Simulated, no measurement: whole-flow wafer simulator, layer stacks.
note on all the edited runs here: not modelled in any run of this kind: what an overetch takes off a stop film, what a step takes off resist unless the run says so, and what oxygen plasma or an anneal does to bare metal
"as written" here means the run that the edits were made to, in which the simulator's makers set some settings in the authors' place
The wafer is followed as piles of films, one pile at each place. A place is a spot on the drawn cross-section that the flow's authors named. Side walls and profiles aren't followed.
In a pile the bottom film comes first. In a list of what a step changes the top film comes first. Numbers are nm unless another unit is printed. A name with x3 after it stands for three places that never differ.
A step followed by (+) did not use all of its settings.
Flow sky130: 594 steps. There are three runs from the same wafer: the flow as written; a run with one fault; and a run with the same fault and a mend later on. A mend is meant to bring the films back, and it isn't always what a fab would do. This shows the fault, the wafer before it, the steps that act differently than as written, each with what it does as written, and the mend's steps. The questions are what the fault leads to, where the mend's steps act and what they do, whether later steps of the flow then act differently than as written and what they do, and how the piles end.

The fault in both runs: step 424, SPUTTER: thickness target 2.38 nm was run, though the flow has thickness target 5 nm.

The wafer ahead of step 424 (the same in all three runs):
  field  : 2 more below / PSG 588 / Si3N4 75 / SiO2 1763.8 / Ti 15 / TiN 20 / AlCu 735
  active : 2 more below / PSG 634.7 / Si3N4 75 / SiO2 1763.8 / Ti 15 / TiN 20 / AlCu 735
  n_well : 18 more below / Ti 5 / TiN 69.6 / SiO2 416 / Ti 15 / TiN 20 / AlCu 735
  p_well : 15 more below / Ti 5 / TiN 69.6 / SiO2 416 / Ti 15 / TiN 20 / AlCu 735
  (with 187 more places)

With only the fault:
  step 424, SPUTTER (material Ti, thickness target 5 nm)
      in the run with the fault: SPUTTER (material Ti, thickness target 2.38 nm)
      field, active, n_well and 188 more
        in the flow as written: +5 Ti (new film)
        in the run with the fault: +2.38 Ti (new film)
  Steps later in the flow that act otherwise than as written (10 more steps, not shown, differ only slightly: by at most 2% or 0.5 nm, whichever is larger):
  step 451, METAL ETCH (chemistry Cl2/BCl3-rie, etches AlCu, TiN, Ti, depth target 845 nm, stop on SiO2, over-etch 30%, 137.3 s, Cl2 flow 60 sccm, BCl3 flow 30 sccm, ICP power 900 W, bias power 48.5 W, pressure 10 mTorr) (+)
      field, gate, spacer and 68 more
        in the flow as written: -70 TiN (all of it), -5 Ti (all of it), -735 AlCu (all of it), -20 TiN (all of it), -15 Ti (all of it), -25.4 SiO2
        in the run with the fault: -70 TiN (all of it), -2.38 Ti (all of it), -735 AlCu (all of it), -20 TiN (all of it), -15 Ti (all of it), -25.6 SiO2
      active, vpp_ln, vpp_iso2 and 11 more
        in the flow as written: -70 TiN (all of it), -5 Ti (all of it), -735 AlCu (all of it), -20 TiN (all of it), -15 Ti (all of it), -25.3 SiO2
        in the run with the fault: -70 TiN (all of it), -2.38 Ti (all of it), -735 AlCu (all of it), -20 TiN (all of it), -15 Ti (all of it), -25.6 SiO2
  The piles end different from the flow's at n_well, p_well, gate_hv and 104 more by more than 2% or 0.5 nm, whichever is larger.
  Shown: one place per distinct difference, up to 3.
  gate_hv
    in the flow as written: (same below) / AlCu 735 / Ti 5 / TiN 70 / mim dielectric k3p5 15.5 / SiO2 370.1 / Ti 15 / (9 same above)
    in the run with the fault: (same below) / AlCu 735 / Ti 2.38 / TiN 70 / mim dielectric k3p5 15.5 / SiO2 372.7 / Ti 15 / (9 same above)
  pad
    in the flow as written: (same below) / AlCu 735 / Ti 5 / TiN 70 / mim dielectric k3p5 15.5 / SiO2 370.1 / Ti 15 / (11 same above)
    in the run with the fault: (same below) / AlCu 735 / Ti 2.38 / TiN 70 / mim dielectric k3p5 15.5 / SiO2 372.7 / Ti 15 / (11 same above)
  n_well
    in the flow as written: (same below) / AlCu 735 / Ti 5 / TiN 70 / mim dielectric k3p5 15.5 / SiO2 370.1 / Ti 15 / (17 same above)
    in the run with the fault: (same below) / AlCu 735 / Ti 2.38 / TiN 70 / mim dielectric k3p5 15.5 / SiO2 372.7 / Ti 15 / (17 same above)

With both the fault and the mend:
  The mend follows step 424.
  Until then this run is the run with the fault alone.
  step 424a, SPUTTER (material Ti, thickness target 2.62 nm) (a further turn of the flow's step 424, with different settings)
      field, active, n_well and 188 more
        +2.62 Ti
  Every later step of the flow that is run acts as written at every place that is followed.
  At every place that both follow, the piles at the end match the flow's.
